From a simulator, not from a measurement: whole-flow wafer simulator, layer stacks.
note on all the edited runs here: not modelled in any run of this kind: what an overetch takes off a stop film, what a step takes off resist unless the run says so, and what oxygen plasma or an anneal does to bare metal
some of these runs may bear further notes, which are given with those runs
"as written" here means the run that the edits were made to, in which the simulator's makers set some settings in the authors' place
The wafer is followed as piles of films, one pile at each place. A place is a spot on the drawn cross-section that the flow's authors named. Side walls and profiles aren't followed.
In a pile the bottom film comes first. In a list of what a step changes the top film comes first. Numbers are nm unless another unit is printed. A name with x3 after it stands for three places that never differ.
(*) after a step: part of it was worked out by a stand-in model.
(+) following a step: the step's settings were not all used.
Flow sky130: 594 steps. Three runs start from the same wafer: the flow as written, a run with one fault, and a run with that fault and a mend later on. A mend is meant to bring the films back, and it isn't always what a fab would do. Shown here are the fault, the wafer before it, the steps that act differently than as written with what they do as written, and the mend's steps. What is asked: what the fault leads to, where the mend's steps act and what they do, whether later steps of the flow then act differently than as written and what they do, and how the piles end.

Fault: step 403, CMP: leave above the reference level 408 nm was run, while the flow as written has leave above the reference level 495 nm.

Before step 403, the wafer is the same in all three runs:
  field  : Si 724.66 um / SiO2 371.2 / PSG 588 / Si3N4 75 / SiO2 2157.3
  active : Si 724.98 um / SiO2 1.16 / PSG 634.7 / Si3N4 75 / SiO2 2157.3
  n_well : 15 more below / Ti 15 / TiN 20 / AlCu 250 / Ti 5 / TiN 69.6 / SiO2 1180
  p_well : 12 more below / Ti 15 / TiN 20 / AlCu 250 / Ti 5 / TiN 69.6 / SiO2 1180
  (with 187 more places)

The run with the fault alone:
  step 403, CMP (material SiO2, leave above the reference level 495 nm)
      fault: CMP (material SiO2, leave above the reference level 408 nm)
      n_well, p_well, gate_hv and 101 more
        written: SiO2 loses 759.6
        fault: SiO2 loses 846.6
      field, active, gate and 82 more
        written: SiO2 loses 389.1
        fault: SiO2 loses 476.1
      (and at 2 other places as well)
  Later steps of the flow acting differently than as written:
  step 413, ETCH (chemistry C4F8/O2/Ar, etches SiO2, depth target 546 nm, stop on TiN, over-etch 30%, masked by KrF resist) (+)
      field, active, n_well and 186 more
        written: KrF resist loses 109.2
        fault: KrF resist loses 86.7
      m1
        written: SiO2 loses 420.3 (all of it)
        fault: SiO2 loses 333.3 (all of it)
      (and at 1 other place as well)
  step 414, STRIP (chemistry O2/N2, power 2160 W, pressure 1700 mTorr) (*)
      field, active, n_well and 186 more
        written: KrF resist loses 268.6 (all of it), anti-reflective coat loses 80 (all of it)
        fault: KrF resist loses 291.2 (all of it), anti-reflective coat loses 80 (all of it)
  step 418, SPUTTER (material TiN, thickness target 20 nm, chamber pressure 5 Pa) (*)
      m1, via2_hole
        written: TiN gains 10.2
        fault: TiN gains 11.4
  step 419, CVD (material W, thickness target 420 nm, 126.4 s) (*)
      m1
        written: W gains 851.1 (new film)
        fault: W gains 762.9 (new film)
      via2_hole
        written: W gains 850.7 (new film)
        fault: W gains 762.5 (new film)
  The piles end different from the flow's at n_well, p_well, gate_hv and 122 more by more than 2% or 0.5 nm, whichever is larger.
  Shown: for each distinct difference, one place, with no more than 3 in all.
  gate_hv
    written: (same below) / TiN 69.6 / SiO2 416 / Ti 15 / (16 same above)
    fault: (same below) / TiN 69.6 / SiO2 329 / Ti 15 / (16 same above)
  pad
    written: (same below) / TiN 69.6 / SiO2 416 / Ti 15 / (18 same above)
    fault: (same below) / TiN 69.6 / SiO2 329 / Ti 15 / (18 same above)
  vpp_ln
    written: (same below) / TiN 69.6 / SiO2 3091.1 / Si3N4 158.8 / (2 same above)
    fault: (same below) / TiN 69.6 / SiO2 3004.1 / Si3N4 158.8 / (2 same above)

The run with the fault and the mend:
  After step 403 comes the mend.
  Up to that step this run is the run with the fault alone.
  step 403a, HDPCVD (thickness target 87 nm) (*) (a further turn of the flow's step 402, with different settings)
      field, active, n_well and 188 more
        SiO2 gains 87
  Every later step of the flow that is run acts as written, at every place that is followed, to within 2% or 0.5 nm, whichever is larger.
  At every place that both follow, the piles at the end match the flow's.
